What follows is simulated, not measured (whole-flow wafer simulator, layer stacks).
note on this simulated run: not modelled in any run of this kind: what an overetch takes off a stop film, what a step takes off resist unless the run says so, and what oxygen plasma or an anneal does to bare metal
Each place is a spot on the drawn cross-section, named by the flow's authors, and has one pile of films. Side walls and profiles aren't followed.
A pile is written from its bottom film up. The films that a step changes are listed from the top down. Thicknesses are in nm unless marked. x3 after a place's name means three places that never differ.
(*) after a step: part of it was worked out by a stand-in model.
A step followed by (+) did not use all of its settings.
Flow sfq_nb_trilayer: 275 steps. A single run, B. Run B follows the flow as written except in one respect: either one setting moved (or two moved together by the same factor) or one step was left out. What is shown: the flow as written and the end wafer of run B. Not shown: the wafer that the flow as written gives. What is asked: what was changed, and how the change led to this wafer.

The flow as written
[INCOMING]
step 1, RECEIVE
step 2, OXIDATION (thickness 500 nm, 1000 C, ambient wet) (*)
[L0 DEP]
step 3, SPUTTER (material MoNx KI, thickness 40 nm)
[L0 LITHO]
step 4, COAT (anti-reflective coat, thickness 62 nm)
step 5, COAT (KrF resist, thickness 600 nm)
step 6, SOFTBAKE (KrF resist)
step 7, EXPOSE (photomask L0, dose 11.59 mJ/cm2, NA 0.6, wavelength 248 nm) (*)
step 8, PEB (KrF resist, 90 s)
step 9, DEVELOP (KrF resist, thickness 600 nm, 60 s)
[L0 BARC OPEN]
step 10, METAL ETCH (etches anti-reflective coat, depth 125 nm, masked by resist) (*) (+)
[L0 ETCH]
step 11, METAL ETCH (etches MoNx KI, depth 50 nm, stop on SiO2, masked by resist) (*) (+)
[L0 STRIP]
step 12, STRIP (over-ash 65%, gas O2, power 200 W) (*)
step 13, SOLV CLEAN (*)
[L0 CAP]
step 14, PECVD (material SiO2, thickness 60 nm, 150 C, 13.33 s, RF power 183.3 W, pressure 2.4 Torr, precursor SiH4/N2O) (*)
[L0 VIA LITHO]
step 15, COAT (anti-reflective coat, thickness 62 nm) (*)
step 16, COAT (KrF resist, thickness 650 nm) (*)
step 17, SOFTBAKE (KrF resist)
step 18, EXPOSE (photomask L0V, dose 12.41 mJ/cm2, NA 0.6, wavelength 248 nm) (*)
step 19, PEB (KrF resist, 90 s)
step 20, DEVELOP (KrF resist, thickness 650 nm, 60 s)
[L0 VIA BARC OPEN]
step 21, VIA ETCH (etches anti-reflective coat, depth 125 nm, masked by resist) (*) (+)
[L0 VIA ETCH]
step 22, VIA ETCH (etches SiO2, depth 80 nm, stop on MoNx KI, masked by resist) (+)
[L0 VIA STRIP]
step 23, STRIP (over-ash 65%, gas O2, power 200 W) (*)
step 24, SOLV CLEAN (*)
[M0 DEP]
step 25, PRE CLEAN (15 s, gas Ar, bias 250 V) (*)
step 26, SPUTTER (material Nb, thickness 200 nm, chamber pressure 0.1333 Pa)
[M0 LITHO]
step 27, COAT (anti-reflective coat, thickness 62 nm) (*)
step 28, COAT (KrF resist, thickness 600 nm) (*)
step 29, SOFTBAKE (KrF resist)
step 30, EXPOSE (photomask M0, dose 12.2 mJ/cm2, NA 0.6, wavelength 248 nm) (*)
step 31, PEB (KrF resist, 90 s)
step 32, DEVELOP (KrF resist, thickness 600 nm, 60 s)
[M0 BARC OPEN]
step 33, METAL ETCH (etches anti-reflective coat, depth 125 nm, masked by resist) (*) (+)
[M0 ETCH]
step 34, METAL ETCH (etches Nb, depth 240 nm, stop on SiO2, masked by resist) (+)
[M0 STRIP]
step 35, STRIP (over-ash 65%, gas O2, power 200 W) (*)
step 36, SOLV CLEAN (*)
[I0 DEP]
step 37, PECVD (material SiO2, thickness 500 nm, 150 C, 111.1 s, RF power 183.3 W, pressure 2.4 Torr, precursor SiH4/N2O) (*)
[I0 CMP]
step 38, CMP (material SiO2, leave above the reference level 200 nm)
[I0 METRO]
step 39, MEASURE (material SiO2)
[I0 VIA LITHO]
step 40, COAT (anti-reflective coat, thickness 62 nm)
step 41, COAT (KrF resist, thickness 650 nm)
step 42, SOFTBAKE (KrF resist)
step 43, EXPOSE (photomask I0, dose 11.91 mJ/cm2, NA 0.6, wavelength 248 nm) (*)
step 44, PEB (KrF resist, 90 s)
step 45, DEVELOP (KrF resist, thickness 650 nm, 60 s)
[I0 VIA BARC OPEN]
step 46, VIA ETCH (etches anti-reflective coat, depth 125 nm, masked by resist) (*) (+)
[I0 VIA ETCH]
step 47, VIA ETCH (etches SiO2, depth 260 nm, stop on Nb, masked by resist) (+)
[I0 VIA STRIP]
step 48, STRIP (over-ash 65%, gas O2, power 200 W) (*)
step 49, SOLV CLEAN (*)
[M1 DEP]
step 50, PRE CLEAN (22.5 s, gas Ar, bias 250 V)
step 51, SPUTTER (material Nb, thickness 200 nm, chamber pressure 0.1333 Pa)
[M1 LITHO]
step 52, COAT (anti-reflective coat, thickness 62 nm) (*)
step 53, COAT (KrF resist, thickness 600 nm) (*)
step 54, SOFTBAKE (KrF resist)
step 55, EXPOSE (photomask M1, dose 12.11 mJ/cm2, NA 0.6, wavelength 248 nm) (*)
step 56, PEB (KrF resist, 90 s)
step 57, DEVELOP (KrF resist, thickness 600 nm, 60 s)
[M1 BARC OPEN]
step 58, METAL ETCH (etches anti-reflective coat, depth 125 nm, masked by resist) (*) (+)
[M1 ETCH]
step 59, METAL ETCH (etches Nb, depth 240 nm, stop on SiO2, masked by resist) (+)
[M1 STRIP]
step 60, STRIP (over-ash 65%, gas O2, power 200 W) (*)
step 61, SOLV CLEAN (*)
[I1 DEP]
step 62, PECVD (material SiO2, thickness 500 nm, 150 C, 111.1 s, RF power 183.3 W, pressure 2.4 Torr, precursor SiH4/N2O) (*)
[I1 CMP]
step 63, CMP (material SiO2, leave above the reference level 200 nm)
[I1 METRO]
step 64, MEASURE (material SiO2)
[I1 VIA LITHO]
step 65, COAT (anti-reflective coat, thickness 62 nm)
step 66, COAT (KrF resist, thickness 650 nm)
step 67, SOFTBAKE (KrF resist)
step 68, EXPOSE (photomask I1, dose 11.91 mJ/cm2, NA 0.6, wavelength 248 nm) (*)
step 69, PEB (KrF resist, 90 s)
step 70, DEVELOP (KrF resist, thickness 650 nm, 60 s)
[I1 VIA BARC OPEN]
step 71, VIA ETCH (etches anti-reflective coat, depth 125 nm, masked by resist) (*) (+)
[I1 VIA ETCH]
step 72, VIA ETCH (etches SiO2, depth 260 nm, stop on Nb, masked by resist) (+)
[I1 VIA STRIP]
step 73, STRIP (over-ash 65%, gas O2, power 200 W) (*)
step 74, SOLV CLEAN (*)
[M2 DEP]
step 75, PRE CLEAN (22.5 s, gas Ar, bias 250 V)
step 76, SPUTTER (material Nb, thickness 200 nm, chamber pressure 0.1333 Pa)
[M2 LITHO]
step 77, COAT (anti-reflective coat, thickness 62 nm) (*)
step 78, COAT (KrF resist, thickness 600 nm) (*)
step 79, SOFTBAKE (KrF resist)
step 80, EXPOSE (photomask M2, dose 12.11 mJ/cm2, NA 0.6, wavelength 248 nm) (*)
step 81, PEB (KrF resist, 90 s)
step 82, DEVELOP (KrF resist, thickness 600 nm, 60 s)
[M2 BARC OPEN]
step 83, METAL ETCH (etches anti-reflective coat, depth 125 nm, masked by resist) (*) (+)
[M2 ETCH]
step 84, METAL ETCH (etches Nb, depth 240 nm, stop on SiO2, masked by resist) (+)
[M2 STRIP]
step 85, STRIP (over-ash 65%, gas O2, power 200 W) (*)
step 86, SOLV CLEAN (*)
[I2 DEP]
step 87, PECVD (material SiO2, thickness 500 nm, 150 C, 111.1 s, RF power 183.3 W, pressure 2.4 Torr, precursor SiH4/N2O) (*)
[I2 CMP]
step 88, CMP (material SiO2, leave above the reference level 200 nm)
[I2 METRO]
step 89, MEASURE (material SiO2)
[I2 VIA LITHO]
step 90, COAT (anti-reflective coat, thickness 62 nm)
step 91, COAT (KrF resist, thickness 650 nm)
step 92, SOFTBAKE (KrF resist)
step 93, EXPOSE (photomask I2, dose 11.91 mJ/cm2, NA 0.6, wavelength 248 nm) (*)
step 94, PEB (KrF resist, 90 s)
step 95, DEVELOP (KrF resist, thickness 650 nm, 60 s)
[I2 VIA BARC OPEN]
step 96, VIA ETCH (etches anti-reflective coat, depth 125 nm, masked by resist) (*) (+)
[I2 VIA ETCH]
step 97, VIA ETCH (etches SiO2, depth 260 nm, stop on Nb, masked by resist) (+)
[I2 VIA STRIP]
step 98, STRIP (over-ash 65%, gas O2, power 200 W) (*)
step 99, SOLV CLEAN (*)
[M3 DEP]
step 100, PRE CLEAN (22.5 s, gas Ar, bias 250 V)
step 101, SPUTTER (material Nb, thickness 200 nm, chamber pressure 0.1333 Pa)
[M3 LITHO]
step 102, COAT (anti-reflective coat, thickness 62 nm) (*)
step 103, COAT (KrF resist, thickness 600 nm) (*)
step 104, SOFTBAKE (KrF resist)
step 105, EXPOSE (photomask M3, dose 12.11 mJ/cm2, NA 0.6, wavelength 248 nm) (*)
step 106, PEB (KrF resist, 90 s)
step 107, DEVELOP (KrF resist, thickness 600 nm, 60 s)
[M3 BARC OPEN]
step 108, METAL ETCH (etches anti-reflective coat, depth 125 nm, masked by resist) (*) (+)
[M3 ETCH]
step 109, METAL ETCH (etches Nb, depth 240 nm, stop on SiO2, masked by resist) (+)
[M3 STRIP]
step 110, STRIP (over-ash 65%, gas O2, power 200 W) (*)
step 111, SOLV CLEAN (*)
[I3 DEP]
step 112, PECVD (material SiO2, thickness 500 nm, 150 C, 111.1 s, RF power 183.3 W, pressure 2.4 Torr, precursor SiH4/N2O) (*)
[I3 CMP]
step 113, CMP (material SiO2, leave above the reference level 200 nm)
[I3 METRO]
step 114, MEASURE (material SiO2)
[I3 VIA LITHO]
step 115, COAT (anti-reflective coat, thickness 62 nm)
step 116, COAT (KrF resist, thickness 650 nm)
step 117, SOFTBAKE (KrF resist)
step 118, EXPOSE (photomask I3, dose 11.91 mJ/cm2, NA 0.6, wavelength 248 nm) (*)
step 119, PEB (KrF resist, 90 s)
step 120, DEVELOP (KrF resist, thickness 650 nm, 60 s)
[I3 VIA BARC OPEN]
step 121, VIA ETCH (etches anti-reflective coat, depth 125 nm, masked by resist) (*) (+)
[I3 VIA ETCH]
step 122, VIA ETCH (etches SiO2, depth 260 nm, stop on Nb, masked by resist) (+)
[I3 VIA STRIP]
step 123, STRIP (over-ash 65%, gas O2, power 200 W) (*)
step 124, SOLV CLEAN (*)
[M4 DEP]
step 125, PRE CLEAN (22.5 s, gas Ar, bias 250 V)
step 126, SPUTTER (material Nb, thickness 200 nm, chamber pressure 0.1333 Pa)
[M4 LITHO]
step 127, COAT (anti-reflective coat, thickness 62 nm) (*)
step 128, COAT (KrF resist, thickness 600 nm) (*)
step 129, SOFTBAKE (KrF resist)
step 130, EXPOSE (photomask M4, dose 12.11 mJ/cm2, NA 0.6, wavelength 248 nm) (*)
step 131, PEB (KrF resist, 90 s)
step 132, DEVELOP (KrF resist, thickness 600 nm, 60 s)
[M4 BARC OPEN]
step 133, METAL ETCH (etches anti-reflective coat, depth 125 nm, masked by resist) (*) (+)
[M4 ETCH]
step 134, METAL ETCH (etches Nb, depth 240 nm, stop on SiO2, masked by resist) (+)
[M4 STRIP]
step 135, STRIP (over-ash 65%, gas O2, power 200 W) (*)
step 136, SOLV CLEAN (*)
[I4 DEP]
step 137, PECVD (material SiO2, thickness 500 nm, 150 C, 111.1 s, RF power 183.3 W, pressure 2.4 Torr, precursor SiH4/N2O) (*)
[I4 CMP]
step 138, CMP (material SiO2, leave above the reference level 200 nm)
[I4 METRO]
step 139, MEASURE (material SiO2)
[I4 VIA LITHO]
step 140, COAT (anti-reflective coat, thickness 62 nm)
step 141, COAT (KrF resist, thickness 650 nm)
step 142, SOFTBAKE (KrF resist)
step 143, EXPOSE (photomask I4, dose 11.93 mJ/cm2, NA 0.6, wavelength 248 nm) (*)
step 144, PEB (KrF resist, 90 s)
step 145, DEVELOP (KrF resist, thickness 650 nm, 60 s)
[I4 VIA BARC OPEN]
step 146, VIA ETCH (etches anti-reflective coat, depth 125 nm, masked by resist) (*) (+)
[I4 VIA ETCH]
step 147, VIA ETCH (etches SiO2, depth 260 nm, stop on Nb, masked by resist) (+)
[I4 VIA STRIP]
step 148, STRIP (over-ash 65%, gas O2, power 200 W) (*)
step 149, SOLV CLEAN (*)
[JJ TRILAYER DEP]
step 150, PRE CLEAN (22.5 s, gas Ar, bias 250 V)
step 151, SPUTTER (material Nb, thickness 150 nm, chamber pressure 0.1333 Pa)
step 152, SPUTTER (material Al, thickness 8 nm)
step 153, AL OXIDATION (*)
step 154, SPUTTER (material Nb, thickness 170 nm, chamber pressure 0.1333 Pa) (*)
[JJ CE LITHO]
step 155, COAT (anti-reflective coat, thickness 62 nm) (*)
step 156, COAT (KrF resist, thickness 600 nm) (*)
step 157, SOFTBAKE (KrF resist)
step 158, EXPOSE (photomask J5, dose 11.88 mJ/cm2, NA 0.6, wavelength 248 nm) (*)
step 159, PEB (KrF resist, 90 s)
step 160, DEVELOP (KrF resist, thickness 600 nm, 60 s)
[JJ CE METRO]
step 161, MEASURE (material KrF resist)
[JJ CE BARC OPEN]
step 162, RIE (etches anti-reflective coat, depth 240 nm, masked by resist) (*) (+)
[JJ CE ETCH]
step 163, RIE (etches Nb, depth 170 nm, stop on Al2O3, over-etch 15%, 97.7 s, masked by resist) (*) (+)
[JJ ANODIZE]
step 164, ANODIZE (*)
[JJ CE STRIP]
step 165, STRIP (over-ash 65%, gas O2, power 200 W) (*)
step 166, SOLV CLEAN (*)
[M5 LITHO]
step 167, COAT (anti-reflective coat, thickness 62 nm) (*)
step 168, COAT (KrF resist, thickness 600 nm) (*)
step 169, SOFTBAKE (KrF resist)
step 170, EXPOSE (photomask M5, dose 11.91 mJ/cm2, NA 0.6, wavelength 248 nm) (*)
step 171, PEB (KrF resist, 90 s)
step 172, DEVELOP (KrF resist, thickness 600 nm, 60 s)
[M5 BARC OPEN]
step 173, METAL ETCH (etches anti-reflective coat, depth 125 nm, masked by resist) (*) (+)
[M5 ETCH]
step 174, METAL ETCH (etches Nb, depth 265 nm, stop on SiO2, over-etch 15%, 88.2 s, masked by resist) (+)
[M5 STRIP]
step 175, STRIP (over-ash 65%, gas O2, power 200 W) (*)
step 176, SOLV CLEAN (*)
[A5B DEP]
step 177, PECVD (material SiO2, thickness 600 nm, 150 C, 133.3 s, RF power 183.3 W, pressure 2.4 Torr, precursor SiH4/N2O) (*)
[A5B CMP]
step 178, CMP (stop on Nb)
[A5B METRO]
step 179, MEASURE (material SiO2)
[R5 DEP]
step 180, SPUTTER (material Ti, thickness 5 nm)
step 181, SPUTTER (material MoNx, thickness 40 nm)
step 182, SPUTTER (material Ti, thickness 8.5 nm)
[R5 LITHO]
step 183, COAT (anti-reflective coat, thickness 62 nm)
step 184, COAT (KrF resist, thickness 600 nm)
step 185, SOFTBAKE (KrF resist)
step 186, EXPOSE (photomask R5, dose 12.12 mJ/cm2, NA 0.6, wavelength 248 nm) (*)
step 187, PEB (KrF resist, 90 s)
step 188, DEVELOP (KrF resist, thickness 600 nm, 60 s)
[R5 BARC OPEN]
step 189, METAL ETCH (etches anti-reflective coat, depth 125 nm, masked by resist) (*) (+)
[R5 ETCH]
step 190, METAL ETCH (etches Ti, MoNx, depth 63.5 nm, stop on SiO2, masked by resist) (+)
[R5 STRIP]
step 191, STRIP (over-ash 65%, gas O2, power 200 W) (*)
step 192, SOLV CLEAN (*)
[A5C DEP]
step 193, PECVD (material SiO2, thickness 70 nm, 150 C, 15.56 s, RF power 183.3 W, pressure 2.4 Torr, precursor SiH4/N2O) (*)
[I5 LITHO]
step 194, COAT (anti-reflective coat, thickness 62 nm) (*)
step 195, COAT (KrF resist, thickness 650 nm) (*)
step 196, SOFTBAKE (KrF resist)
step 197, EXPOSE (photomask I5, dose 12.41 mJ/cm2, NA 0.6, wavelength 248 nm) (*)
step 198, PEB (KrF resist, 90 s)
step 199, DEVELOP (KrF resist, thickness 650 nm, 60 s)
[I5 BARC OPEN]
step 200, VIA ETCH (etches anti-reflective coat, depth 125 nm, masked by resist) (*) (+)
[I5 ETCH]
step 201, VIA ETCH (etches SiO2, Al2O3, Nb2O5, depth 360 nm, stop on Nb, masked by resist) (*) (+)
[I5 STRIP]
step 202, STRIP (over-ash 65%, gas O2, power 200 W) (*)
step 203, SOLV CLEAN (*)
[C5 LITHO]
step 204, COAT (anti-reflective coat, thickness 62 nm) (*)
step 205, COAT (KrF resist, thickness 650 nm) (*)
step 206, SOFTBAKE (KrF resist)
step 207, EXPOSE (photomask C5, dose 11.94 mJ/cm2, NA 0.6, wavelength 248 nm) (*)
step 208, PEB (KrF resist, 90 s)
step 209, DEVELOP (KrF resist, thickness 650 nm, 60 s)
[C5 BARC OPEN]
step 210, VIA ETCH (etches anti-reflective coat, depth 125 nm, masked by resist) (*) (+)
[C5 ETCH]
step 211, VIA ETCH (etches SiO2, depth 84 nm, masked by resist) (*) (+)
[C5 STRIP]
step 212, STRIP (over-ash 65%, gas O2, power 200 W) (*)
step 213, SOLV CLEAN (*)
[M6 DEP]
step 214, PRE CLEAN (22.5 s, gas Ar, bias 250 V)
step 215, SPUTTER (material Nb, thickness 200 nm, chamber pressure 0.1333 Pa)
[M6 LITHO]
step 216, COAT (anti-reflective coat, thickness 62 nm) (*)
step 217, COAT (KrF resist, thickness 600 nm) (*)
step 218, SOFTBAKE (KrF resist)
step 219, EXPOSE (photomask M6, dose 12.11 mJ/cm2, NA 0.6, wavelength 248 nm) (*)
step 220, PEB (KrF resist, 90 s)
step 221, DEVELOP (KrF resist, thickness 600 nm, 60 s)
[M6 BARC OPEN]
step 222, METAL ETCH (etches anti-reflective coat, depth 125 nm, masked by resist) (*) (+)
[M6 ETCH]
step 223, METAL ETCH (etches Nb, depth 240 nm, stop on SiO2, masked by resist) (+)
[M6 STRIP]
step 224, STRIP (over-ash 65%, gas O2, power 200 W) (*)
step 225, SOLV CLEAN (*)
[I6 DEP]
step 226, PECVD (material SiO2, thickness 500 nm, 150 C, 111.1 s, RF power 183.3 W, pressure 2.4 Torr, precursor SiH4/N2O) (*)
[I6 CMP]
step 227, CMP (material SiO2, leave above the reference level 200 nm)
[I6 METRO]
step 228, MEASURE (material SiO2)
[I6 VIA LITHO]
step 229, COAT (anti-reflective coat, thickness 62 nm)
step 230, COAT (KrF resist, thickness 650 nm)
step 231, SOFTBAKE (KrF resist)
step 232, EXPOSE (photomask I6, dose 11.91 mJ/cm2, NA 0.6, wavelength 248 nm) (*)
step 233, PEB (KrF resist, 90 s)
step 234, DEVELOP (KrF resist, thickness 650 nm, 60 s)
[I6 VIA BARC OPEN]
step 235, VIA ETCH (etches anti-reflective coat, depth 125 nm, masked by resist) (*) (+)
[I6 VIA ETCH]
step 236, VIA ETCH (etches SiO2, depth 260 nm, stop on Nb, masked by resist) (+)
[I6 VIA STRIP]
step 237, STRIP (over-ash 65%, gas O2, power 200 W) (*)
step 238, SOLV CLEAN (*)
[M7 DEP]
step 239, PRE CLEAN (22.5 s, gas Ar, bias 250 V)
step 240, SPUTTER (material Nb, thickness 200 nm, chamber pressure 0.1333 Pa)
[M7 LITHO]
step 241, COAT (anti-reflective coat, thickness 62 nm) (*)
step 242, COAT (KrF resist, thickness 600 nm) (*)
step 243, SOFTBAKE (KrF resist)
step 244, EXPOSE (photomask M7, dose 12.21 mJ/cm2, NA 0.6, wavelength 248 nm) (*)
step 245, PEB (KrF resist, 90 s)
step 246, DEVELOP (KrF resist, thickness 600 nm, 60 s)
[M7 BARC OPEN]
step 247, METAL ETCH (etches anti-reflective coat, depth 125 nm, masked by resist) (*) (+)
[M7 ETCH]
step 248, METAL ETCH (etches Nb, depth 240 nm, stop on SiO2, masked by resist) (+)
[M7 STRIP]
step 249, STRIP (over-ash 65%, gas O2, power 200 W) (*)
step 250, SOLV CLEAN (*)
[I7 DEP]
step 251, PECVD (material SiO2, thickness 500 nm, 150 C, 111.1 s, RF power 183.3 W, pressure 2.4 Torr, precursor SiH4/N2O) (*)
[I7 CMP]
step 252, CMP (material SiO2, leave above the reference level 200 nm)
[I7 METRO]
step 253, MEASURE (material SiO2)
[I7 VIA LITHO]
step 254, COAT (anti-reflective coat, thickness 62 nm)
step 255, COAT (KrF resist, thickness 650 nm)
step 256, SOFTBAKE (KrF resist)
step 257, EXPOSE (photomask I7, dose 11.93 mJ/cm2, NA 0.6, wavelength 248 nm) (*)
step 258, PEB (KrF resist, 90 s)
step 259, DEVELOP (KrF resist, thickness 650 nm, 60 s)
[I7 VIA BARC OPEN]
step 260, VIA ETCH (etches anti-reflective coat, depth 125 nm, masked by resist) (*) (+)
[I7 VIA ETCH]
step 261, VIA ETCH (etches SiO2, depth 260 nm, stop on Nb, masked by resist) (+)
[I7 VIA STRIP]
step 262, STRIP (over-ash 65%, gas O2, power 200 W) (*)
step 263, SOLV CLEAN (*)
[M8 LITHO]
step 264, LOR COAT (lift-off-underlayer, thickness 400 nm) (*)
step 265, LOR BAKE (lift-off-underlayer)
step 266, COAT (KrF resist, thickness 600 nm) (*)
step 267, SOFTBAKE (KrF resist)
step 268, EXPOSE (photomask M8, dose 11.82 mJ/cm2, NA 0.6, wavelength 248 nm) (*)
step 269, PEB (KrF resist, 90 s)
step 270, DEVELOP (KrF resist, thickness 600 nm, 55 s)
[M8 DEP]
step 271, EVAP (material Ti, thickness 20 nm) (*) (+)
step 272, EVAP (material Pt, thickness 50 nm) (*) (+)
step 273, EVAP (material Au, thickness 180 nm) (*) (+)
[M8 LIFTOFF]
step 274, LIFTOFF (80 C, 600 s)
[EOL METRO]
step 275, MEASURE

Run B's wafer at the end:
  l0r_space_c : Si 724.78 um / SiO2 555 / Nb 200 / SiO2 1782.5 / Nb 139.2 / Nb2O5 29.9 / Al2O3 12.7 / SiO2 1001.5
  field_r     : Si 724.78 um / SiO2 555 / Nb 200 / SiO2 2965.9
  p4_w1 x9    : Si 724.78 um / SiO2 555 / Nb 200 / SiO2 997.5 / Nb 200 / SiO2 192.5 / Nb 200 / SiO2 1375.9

Cause: step 51, SPUTTER: thickness 220 nm was run, whereas the flow has thickness 200 nm.

How this came from the change, step by step:
  step 51, SPUTTER (material Nb, thickness 200 nm, chamber pressure 0.1333 Pa)
      field_l, v_sur, via_wl and 102 more: Nb gains 220 (new film) (as written it would have been: Nb gains 200 (new film))
      via_w: Nb gains 192.2 (as written it would have been: Nb gains 174.5)
  step 52, COAT (anti-reflective coat, thickness 62 nm) (*)
      via_wl: anti-reflective coat gains 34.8 (new film) (as written it would have been: anti-reflective coat gains 33.8 (new film))
  step 59, METAL ETCH (etches Nb, depth 240 nm, stop on SiO2, masked by resist) (+)
      field_l, be, be_sur and 79 more: Nb loses 220 (all of it) (as written it would have been: Nb loses 200 (all of it))
  step 60, STRIP (over-ash 65%, gas O2, power 200 W) (*)
      via_wl: KrF resist loses 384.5 (all of it), anti-reflective coat loses 34.8 (all of it) (as written it would have been: KrF resist loses 385.5 (all of it), anti-reflective coat loses 33.8 (all of it))
  step 62, PECVD (material SiO2, thickness 500 nm, 150 C, 111.1 s, RF power 183.3 W, pressure 2.4 Torr, precursor SiH4/N2O) (*)
      wl_d_sl, wl_d_sr: SiO2 gains 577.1 (as written it would have been: SiO2 gains 557.1)
  step 63, CMP (material SiO2, leave above the reference level 200 nm)
      field_l, be, be_sur and 72 more: SiO2 loses 80 (as written it would have been: SiO2 loses 100)
      lsp_m, ln_m6, lsp_r, l0_sur, l0v: SiO2 loses 74.4 (as written it would have been: SiO2 loses 94.9)
